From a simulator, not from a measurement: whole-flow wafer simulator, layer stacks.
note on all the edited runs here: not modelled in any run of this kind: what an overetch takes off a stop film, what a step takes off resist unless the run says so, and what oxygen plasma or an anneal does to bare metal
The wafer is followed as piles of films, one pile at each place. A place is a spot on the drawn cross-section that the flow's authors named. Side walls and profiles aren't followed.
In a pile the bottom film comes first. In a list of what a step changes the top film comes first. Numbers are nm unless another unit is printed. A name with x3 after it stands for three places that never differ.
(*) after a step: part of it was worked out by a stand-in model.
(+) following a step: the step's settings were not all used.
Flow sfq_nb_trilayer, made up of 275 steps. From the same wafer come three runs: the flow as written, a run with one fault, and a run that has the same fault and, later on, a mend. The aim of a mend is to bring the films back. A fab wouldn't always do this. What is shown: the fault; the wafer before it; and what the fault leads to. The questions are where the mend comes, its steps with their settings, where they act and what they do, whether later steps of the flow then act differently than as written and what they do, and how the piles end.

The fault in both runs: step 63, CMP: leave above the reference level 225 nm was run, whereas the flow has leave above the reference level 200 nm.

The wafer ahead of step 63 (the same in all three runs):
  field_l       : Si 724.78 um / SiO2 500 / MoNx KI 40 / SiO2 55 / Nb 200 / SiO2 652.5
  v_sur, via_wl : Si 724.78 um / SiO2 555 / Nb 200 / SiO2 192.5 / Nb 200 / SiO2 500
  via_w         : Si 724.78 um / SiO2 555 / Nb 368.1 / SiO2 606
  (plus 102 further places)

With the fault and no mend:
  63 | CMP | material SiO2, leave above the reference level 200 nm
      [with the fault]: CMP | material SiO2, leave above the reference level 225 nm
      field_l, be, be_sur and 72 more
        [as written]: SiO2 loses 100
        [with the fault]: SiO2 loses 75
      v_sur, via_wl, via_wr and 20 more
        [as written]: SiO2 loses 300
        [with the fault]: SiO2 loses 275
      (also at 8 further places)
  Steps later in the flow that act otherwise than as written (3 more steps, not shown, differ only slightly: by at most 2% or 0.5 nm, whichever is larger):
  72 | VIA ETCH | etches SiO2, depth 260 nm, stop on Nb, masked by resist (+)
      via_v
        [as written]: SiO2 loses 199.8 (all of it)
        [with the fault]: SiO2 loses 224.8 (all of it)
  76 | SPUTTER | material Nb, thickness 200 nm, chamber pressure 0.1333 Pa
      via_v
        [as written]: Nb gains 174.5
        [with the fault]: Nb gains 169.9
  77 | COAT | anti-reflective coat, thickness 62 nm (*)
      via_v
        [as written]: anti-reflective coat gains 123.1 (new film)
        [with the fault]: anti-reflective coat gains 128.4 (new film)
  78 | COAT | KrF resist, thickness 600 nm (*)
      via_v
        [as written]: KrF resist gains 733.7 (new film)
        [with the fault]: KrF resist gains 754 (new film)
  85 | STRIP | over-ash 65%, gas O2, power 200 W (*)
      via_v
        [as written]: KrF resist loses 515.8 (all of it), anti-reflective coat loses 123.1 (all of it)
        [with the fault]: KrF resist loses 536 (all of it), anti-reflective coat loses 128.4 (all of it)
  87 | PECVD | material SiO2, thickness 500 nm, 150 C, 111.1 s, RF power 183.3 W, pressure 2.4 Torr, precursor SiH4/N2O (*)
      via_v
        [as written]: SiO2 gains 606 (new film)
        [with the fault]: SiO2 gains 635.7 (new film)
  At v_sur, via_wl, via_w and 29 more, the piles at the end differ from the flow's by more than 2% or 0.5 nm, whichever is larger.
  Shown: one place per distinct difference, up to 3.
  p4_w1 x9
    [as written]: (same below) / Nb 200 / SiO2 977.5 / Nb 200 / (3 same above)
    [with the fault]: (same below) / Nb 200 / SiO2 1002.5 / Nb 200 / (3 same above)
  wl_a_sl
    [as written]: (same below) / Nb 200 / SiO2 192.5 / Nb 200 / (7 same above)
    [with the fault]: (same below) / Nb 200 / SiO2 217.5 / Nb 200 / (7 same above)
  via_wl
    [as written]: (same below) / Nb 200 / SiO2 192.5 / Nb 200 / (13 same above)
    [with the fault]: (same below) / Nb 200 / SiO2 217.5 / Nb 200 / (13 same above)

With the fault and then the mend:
  After step 70 comes the mend.
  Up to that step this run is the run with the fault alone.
  70a | STRIP | over-ash 65%, gas O2, power 200 W (*)
      field_l, v_sur, via_wl and 102 more
        KrF resist loses 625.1 (all of it), anti-reflective coat loses 62 (all of it)
      via_v
        anti-reflective coat loses 62 (all of it)
  70b | CMP | material SiO2, leave above the reference level 200 nm (the flow's step 63 again)
      field_l, v_sur, via_wl and 103 more
        SiO2 loses 25
  70c | COAT | anti-reflective coat, thickness 62 nm (the flow's step 65 again)
      field_l, v_sur, via_wl and 103 more
        anti-reflective coat gains 62 (new film)
  70d | COAT | KrF resist, thickness 650 nm (the flow's step 66 again)
      field_l, v_sur, via_wl and 103 more
        KrF resist gains 650 (new film)
  70e | SOFTBAKE | KrF resist (the flow's step 67 again)
      alters no film at any place that is followed
  70f | EXPOSE | photomask I1, dose 11.91 mJ/cm2, NA 0.6, wavelength 248 nm (*) (the flow's step 68 again)
      alters no film at any place that is followed
  70g | PEB | KrF resist, 90 s (the flow's step 69 again)
      field_l, v_sur, via_wl and 103 more
        KrF resist loses 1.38
  70h | DEVELOP | KrF resist, thickness 650 nm, 60 s (the flow's step 70 again)
      field_l, v_sur, via_wl and 102 more
        KrF resist loses 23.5
      via_v
        KrF resist loses 648.6 (all of it)
  Later steps of the flow that are run all act as written at every place that is followed.
  The piles end the same as the flow's at every place that both follow.
